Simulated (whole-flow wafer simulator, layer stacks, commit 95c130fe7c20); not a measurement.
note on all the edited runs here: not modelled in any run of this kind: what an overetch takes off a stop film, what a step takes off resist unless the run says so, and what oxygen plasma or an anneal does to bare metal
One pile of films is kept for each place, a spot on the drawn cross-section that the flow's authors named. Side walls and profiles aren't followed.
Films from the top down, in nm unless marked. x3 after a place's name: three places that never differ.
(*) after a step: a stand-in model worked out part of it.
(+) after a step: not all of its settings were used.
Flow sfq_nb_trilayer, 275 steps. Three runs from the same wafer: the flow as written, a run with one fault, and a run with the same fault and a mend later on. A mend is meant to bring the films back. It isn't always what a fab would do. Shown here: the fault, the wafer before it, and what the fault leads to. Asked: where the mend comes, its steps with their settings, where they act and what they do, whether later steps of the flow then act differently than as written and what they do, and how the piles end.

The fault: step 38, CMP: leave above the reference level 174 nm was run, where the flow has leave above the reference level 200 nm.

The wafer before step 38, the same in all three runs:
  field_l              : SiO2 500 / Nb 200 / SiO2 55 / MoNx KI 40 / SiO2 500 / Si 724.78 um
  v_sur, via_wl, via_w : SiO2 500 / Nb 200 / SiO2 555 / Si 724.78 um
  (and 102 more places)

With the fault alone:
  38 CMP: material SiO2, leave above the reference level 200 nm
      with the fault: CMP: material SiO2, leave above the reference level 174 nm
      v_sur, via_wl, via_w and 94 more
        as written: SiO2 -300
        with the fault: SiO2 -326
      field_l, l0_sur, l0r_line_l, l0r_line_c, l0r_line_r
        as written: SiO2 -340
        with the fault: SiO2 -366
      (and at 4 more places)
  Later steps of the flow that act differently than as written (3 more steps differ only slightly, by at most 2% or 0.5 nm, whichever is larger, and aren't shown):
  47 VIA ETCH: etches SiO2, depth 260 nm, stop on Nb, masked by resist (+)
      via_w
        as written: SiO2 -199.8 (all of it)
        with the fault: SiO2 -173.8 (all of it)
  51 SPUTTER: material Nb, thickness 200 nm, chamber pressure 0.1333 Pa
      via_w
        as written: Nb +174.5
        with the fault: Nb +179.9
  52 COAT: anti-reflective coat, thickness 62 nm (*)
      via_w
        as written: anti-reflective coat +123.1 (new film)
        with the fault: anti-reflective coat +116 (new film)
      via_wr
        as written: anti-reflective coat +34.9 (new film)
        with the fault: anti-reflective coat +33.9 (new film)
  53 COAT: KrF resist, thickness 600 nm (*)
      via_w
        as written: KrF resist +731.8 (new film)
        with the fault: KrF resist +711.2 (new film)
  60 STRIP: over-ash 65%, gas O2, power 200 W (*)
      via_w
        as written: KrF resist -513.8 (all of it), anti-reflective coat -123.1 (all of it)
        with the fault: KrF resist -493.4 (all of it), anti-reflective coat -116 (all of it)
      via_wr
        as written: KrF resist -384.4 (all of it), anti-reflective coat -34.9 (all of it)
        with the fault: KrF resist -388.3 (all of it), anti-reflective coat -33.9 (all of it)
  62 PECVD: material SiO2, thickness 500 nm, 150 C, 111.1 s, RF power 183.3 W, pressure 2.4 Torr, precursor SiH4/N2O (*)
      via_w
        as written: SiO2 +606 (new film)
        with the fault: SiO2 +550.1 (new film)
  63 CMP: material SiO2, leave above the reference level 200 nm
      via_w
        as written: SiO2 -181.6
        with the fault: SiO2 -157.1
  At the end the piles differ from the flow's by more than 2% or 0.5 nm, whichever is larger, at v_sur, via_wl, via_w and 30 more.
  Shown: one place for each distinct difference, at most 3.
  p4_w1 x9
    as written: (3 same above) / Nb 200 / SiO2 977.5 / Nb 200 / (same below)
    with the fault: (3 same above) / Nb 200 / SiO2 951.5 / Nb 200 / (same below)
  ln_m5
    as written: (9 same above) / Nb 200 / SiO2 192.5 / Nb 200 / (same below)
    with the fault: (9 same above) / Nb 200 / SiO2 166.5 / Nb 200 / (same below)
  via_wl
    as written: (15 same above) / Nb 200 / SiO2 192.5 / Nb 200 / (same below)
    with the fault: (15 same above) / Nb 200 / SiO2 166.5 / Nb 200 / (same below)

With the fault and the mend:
  The mend comes after step 39.
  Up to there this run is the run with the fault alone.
  39a PECVD: material SiO2, thickness 26 nm, 150 C, 5.778 s, RF power 183.3 W, pressure 2.4 Torr, precursor SiH4/N2O (the flow's step 37 once more, with other settings)
      field_l, v_sur, via_wl and 103 more
        SiO2 +26
  No later step of the flow acts differently than as written, at any place that is followed, by more than 2% or 0.5 nm, whichever is larger.
  At the end the piles differ from the flow's only slightly at the places that both follow, by at most 2% or 0.5 nm, whichever is larger.
